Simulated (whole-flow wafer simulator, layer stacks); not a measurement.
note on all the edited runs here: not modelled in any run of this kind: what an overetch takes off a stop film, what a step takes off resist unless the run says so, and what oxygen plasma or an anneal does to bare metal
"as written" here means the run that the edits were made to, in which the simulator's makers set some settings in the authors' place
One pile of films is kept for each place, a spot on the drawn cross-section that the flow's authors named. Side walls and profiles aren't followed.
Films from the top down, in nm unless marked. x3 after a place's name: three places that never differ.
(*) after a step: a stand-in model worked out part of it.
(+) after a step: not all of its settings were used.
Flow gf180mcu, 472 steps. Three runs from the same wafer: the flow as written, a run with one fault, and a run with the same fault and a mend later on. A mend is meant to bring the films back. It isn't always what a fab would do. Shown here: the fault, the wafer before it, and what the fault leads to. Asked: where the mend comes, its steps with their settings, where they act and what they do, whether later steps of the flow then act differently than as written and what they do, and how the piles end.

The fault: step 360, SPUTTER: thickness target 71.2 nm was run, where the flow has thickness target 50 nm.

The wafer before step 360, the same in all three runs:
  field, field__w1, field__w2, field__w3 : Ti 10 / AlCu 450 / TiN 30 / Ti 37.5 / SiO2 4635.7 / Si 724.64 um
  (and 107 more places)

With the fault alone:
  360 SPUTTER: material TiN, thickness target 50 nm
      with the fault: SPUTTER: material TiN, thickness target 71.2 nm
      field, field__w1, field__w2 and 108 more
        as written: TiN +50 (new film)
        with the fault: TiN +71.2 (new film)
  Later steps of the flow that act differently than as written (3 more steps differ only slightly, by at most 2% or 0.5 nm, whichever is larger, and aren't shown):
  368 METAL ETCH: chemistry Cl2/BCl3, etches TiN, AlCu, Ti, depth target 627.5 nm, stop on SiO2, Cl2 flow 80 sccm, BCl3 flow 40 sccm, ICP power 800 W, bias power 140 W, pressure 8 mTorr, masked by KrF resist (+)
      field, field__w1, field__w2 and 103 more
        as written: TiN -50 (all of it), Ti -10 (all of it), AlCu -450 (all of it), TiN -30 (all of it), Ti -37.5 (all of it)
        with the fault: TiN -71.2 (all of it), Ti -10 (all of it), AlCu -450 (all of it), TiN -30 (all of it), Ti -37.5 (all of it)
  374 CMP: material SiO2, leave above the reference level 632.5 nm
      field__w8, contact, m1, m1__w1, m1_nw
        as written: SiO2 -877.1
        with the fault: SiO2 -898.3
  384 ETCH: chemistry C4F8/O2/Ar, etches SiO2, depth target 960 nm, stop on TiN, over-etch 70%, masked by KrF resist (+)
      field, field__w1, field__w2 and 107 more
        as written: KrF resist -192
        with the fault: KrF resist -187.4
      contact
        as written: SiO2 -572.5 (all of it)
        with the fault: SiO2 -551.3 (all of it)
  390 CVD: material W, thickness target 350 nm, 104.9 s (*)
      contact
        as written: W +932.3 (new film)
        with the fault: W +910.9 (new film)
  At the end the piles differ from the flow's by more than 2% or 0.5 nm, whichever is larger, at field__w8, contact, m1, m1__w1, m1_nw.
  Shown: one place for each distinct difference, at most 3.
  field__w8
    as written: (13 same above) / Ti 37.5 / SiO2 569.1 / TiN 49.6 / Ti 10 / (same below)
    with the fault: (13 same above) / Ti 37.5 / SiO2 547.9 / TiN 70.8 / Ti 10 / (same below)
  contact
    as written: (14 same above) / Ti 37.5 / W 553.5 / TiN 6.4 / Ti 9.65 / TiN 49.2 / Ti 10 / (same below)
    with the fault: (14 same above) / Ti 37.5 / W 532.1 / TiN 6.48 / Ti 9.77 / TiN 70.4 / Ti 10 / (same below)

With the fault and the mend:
  The mend comes after step 360.
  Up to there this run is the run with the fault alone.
  360a METAL ETCH: chemistry Cl2/BCl3, etches TiN, AlCu, Ti, depth target 21.2 nm, Cl2 flow 80 sccm, BCl3 flow 40 sccm, ICP power 800 W, bias power 140 W, pressure 8 mTorr (the flow's step 260 once more, with other settings)
      field, field__w1, field__w2 and 108 more
        TiN -21.2
  No later step of the flow acts differently than as written at any place that is followed.
  At the end the piles are the same as the flow's at every place that both follow.
